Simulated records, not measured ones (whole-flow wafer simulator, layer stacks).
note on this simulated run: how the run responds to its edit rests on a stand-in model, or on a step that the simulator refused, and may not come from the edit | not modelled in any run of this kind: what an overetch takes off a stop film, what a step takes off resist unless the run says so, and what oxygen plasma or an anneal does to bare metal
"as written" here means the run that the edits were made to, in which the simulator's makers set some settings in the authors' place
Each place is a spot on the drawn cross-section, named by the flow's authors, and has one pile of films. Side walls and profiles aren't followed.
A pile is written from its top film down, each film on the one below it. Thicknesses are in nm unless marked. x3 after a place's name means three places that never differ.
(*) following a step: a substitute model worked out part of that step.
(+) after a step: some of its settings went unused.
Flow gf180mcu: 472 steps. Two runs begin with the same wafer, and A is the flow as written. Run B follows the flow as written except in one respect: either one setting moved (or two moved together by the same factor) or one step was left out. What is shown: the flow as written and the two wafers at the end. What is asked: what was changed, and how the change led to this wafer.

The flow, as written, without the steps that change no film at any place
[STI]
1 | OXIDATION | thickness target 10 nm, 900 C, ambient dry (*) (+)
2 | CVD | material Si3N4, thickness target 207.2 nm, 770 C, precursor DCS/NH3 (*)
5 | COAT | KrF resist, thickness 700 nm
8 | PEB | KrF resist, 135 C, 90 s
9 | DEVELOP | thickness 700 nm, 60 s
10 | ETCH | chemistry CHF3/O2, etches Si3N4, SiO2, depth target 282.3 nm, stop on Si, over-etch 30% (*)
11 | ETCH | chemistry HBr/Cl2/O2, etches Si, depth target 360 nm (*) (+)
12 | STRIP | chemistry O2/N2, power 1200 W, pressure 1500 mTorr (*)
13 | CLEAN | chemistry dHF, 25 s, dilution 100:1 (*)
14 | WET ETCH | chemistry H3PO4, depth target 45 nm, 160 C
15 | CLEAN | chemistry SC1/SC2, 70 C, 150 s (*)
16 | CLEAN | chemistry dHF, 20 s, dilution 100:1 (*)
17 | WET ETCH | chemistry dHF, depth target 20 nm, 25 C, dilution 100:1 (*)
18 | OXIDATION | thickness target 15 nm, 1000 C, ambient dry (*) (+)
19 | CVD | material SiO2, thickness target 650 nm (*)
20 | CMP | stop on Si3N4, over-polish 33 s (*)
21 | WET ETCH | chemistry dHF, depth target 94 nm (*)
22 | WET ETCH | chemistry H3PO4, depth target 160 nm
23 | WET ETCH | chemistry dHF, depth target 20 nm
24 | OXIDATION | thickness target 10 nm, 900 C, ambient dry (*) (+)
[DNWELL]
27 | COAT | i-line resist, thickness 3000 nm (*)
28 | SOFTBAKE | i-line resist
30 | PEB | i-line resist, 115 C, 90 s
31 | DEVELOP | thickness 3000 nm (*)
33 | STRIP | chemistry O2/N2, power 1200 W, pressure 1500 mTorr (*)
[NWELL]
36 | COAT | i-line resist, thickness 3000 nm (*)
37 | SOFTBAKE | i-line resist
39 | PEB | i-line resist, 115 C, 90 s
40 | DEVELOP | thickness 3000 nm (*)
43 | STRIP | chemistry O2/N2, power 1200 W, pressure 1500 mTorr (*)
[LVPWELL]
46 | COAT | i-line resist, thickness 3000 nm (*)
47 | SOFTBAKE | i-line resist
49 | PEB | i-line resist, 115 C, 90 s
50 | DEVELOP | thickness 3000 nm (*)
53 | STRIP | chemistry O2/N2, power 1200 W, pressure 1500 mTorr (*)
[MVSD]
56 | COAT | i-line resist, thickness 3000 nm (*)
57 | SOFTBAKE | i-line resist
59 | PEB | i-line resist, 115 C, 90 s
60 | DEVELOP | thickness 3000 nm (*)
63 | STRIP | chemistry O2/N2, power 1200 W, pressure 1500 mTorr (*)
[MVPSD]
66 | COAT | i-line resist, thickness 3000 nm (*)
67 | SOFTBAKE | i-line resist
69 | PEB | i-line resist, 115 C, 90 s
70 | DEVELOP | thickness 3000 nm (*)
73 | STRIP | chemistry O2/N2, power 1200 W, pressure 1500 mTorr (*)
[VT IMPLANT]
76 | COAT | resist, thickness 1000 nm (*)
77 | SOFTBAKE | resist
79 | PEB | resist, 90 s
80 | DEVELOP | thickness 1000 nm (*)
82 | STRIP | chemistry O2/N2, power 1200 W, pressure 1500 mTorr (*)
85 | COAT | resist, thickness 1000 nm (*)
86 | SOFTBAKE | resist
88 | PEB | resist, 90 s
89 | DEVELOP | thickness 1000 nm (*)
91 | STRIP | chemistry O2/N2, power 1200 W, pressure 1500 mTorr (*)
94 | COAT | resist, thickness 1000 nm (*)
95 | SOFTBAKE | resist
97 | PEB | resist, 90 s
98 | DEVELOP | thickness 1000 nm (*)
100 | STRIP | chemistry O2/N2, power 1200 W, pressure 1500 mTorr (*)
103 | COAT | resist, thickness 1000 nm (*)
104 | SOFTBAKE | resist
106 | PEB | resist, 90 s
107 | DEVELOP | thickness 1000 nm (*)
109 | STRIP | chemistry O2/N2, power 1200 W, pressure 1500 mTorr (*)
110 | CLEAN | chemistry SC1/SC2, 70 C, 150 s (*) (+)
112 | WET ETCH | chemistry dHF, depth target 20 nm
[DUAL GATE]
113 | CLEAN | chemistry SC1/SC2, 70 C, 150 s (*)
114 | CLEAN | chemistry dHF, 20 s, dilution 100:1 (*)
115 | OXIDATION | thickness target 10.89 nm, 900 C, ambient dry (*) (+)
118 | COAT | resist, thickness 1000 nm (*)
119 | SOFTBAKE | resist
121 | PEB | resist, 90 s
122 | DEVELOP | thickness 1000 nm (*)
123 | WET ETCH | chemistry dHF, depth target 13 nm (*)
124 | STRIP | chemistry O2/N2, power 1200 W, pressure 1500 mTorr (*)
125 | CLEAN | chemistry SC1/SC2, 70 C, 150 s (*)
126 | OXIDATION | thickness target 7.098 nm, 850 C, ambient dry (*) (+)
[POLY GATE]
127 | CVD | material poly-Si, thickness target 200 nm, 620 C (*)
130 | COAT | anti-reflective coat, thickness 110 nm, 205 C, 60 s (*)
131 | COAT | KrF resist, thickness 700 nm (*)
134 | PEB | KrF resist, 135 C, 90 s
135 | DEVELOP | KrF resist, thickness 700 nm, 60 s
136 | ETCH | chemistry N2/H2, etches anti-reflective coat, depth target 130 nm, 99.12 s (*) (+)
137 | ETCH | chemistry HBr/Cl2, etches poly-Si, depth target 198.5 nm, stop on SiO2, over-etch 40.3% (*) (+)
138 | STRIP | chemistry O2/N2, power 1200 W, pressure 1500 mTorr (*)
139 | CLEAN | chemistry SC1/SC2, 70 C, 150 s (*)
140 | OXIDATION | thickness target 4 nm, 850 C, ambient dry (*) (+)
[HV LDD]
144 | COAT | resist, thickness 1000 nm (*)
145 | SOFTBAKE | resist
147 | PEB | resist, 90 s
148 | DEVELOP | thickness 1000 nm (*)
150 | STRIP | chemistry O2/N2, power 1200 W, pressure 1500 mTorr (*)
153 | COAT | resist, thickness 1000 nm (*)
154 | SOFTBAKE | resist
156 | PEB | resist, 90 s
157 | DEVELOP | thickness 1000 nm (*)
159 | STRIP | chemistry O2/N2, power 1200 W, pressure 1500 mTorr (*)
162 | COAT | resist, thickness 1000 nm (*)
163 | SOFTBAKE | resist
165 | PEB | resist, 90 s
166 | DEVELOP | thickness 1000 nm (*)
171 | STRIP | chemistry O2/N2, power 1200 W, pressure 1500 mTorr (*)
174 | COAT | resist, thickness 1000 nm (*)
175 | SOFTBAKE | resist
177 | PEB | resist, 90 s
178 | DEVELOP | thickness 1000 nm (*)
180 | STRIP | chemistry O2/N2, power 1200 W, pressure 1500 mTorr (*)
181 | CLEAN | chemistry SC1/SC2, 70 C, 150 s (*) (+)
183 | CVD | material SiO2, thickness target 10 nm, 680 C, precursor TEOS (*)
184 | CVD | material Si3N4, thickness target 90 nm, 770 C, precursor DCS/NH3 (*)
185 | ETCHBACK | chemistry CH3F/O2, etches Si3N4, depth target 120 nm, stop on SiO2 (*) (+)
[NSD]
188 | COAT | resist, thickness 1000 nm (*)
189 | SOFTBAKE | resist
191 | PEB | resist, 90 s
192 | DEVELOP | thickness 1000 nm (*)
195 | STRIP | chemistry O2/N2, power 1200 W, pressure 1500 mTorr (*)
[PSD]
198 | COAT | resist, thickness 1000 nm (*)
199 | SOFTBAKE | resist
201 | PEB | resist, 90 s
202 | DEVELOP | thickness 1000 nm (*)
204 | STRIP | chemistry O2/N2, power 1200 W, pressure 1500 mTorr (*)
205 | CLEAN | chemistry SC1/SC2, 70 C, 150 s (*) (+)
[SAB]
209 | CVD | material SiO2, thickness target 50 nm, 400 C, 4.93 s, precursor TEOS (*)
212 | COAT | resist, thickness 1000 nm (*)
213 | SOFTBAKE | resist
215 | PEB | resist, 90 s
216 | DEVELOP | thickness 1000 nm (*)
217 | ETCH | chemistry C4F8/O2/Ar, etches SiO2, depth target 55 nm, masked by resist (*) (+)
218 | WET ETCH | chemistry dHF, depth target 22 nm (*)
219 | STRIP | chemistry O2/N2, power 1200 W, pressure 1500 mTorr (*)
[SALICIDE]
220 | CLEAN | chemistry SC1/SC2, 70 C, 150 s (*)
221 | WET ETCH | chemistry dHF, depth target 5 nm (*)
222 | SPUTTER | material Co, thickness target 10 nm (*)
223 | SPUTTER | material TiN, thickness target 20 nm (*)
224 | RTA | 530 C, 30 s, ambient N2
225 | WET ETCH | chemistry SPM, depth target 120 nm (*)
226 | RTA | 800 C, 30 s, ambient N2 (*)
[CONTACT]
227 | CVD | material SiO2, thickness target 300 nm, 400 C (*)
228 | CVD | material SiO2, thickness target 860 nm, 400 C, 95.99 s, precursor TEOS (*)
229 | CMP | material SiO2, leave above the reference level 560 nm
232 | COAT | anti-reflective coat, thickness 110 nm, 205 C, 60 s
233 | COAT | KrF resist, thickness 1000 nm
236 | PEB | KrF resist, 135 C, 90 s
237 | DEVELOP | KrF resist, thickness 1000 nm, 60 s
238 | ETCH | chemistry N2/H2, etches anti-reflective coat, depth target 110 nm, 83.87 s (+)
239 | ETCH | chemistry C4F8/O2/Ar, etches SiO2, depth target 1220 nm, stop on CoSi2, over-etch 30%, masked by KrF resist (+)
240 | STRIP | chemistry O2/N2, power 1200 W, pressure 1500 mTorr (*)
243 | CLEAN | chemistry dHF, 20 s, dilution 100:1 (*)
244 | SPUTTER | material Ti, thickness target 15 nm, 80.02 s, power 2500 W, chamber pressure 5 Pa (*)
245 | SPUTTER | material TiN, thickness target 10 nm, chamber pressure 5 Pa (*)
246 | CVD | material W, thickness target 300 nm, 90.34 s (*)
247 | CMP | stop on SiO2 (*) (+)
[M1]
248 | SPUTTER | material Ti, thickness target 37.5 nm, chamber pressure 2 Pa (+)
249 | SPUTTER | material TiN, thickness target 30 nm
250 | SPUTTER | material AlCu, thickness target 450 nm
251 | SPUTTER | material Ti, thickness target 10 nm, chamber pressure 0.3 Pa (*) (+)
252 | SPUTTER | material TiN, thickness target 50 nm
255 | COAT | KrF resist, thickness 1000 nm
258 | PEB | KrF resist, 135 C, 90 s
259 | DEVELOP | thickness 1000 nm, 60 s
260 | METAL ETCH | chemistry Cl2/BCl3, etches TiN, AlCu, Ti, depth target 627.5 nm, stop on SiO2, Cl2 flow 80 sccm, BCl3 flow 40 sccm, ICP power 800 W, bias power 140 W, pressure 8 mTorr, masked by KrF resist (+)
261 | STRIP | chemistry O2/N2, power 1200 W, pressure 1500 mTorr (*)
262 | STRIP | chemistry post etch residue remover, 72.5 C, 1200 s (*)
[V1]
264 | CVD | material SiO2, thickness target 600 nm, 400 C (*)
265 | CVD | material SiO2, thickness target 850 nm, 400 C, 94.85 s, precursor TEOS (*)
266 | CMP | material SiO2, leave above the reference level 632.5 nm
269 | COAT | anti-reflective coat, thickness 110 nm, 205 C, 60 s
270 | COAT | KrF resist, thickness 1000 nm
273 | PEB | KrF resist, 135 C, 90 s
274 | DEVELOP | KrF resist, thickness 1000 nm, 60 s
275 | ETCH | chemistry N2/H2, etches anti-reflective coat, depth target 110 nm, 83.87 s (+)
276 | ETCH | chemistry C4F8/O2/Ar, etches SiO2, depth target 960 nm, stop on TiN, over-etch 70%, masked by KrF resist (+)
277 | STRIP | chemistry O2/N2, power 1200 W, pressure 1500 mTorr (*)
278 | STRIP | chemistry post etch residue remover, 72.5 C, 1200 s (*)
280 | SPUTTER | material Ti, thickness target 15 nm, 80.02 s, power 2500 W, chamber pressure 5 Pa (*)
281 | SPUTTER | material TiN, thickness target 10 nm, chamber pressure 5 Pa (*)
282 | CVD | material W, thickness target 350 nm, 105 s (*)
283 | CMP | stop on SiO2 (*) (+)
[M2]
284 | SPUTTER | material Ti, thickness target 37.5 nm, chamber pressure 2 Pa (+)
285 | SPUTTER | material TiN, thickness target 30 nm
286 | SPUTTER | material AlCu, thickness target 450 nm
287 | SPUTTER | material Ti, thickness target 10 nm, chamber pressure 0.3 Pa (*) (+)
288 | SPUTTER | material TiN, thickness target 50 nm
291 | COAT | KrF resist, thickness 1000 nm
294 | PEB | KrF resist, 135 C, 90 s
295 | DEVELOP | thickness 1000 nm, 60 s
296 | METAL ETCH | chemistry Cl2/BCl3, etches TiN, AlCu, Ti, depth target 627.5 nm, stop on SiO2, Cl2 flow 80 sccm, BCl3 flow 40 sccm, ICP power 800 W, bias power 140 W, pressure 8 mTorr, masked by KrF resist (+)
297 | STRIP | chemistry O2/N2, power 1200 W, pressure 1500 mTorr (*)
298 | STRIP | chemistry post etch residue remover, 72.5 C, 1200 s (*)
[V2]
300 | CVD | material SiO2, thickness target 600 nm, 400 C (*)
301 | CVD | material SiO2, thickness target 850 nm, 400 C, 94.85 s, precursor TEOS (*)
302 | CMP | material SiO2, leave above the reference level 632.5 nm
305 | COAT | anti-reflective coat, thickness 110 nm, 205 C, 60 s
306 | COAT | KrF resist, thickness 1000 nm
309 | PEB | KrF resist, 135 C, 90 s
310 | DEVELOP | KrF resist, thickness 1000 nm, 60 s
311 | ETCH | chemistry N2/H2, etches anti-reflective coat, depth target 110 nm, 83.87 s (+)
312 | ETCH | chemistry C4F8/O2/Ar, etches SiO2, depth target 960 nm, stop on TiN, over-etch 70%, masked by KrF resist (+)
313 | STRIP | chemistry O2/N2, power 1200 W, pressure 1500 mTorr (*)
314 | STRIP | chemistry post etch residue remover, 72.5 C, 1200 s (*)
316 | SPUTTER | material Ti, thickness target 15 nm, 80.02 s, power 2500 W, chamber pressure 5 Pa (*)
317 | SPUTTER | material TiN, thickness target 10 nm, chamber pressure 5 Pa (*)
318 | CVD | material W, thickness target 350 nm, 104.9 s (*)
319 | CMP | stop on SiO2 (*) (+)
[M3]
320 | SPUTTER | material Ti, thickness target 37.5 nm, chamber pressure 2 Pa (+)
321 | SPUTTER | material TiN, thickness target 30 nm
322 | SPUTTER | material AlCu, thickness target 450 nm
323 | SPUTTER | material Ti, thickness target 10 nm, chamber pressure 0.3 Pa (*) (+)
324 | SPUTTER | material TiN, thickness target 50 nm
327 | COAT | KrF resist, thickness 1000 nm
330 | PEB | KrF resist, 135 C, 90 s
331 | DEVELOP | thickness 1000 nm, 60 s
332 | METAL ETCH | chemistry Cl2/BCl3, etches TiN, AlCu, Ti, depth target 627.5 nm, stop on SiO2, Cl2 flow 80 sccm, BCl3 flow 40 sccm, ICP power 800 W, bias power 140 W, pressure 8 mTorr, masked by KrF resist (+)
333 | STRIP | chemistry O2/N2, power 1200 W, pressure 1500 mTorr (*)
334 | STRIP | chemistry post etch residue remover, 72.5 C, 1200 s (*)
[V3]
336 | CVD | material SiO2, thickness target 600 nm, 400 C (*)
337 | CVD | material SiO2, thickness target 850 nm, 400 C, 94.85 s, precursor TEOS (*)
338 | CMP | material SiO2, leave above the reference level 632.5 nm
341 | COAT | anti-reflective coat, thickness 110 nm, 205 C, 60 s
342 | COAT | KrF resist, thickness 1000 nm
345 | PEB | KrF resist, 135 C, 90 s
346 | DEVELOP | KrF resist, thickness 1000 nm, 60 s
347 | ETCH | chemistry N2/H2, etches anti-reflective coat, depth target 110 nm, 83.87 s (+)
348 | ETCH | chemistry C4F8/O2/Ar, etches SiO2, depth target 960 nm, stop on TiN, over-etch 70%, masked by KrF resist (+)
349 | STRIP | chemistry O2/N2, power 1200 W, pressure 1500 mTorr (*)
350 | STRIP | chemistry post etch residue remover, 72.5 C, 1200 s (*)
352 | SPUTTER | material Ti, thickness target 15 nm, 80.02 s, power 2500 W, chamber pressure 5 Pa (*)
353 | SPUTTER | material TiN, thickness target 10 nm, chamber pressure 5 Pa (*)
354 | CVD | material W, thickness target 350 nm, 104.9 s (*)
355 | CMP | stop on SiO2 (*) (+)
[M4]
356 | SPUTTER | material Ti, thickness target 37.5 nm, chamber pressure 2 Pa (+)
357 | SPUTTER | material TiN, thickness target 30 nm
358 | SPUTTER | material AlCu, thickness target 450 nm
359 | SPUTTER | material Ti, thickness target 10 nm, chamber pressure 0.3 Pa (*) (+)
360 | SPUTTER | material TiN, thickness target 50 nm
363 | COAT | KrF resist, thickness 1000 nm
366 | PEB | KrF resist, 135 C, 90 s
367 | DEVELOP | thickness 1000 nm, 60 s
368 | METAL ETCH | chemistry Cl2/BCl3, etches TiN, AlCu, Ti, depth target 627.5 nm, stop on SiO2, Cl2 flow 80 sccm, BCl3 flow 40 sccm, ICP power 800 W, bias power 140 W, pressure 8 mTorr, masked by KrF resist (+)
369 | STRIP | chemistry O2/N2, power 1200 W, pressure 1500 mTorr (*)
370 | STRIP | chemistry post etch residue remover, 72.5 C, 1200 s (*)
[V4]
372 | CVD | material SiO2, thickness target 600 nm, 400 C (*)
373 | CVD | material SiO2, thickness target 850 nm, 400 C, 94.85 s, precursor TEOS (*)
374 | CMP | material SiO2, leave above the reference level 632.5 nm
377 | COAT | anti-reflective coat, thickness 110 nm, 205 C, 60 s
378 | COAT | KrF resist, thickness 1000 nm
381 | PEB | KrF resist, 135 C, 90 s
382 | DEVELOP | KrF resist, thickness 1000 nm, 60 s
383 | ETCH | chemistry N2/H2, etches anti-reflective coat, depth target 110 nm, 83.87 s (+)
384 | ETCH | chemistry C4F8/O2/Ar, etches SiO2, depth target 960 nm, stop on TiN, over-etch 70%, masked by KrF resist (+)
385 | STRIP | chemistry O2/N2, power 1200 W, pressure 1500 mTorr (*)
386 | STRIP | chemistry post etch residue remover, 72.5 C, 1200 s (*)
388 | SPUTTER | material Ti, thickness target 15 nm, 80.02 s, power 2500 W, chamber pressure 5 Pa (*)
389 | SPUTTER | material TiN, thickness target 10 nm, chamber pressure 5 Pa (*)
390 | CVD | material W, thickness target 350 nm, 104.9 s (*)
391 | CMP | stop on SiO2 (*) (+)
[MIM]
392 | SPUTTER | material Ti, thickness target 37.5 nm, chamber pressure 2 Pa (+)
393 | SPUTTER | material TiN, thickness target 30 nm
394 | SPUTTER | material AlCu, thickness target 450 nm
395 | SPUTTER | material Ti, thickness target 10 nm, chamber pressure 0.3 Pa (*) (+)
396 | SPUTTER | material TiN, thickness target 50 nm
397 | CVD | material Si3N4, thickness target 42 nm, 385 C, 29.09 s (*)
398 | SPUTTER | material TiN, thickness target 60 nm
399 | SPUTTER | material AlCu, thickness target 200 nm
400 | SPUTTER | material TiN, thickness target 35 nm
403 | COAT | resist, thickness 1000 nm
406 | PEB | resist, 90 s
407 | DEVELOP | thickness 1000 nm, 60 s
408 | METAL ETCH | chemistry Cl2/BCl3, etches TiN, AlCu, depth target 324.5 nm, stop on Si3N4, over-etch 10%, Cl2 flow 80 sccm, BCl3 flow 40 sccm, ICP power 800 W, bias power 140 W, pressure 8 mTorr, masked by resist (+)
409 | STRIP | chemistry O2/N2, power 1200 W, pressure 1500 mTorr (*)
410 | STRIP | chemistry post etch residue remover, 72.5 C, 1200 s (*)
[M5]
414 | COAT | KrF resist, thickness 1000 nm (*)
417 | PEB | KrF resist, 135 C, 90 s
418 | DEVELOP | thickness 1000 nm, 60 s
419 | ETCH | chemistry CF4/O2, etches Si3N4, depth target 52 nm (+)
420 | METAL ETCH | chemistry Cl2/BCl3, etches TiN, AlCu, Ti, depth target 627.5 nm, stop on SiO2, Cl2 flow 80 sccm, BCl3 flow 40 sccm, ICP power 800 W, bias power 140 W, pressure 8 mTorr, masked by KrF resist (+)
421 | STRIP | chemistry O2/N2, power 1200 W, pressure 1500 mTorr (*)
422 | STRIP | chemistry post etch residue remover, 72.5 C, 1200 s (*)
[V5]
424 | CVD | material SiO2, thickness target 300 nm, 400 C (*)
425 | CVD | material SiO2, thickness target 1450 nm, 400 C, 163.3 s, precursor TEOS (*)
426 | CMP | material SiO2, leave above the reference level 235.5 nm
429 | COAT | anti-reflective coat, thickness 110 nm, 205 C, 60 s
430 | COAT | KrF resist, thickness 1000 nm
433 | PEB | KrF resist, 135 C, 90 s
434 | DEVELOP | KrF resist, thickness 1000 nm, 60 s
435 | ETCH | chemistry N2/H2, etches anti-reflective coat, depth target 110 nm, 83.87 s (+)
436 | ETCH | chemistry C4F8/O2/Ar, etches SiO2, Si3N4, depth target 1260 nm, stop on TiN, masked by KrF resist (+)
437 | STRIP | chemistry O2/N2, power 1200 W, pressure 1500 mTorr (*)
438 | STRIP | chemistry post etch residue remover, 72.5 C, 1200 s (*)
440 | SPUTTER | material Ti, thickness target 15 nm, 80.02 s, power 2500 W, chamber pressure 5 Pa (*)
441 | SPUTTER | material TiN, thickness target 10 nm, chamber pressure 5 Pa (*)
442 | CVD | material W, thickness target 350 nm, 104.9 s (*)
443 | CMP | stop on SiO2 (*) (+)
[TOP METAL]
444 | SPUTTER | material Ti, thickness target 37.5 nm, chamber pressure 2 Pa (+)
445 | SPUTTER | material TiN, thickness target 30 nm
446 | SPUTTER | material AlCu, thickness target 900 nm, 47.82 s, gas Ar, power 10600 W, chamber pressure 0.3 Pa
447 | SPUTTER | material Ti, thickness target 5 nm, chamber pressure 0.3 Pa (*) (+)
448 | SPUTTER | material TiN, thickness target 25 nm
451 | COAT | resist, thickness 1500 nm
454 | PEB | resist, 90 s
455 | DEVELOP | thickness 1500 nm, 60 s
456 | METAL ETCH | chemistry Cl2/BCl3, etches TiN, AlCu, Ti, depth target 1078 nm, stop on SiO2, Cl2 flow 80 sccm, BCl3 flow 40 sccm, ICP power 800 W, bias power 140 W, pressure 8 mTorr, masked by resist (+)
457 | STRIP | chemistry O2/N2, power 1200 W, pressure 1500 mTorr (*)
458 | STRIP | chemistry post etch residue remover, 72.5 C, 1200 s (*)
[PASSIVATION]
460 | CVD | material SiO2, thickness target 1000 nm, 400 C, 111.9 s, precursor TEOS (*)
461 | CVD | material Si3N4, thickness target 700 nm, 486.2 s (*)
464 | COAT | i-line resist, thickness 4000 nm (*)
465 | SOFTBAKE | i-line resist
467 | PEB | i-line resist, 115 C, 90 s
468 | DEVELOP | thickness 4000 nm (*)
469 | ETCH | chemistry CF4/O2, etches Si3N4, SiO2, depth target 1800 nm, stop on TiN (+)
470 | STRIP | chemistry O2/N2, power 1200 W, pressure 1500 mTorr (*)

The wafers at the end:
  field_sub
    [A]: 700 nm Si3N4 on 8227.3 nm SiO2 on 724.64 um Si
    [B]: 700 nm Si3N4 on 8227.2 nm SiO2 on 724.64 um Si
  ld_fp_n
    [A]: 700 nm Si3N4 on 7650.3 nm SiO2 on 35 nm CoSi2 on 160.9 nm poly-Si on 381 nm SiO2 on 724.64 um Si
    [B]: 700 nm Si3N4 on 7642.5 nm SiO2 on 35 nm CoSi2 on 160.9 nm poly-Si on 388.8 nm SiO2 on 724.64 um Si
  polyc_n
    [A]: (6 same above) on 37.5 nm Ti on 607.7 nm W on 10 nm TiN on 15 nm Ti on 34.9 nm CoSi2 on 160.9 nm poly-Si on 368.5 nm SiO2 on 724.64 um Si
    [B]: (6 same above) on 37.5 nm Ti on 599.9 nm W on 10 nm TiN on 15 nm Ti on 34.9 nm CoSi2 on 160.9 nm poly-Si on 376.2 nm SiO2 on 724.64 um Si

What caused this: step 23, WET ETCH: depth target 14 nm was run, though the flow has depth target 20 nm.

How this came from the change, step by step:
  23 | WET ETCH | chemistry dHF, depth target 20 nm
      field, field_sub, sti and 34 more: A -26 SiO2 | B -18.2 SiO2
  28 | SOFTBAKE | i-line resist
      field: A +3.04 i-line resist | B +3.74 i-line resist
      field_sub: A +2.58 i-line resist | B +3.17 i-line resist
      (as well as at 32 more places)
  37 | SOFTBAKE | i-line resist
      field: A +3.04 i-line resist | B +3.74 i-line resist
      field_sub: A +2.58 i-line resist | B +3.17 i-line resist
      (as well as at 32 more places)
  47 | SOFTBAKE | i-line resist
      field: A +3.04 i-line resist | B +3.74 i-line resist
      field_sub: A +2.58 i-line resist | B +3.17 i-line resist
      (as well as at 32 more places)
  57 | SOFTBAKE | i-line resist
      field: A +3.04 i-line resist | B +3.74 i-line resist
      field_sub: A +2.58 i-line resist | B +3.17 i-line resist
      (as well as at 32 more places)
  67 | SOFTBAKE | i-line resist
      field: A +3.04 i-line resist | B +3.74 i-line resist
      field_sub: A +2.58 i-line resist | B +3.17 i-line resist
      (as well as at 32 more places)
  130 | COAT | anti-reflective coat, thickness 110 nm, 205 C, 60 s (*)
      p_well, spacer, sd_n: A +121 anti-reflective coat (new film) | B +128.5 anti-reflective coat (new film)
      ld_body_p_dnw, vpnp_e: A +115.2 anti-reflective coat (new film) | B +119.6 anti-reflective coat (new film)
      (as well as at 60 more places)
  136 | ETCH | chemistry N2/H2, etches anti-reflective coat, depth target 130 nm, 99.12 s (*) (+)
      p_well, spacer, sd_n: A -121 anti-reflective coat (all of it), -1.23 poly-Si | B -128.5 anti-reflective coat (all of it), -1.04 poly-Si
      field: A -112.6 anti-reflective coat (all of it), -1.45 poly-Si | B -109.9 anti-reflective coat (all of it), -1.51 poly-Si
      (as well as at 43 more places)
  138 | STRIP | chemistry O2/N2, power 1200 W, pressure 1500 mTorr (*)
      gate: A +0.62 chemical SiO2 (new film), -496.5 KrF resist (all of it), -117 anti-reflective coat (all of it), -0.27 poly-Si | B +0.62 chemical SiO2 (new film), -496.9 KrF resist (all of it), -120.5 anti-reflective coat (all of it), -0.27 poly-Si
      gate_p: A +0.62 chemical SiO2 (new film), -496.2 KrF resist (all of it), -117 anti-reflective coat (all of it), -0.27 poly-Si | B +0.62 chemical SiO2 (new film), -496.3 KrF resist (all of it), -120.7 anti-reflective coat (all of it), -0.27 poly-Si
      (as well as at 16 more places)
  189 | SOFTBAKE | resist
      active_hv: A +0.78 resist | B +0.21 resist
      active_nat: A +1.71 resist | B +2.71 resist
  199 | SOFTBAKE | resist
      active_hv: A +0.78 resist | B +0.21 resist
      active_nat: A +1.71 resist | B +2.71 resist
  218 | WET ETCH | chemistry dHF, depth target 22 nm (*)
      active: A -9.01 SiO2 (all of it) | B -8.08 SiO2 (all of it)
  226 | RTA | 800 C, 30 s, ambient N2 (*)
      ld_sd_n: A +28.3 CoSi2 (new film), -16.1 CoSi (all of it), -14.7 Si | B +27.7 CoSi2 (new film), -15.8 CoSi (all of it), -14.4 Si
  229 | CMP | material SiO2, leave above the reference level 560 nm
      ldn_sep__w1, ldn_sep__w2, ldn_dft and 8 more: A -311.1 SiO2 | B -318.9 SiO2
      sti, mim_1p0, pad, dice_street, iso_nw_fld, iso_fld_sub: A -297 SiO2 | B -304.7 SiO2
      (as well as at 40 more places)
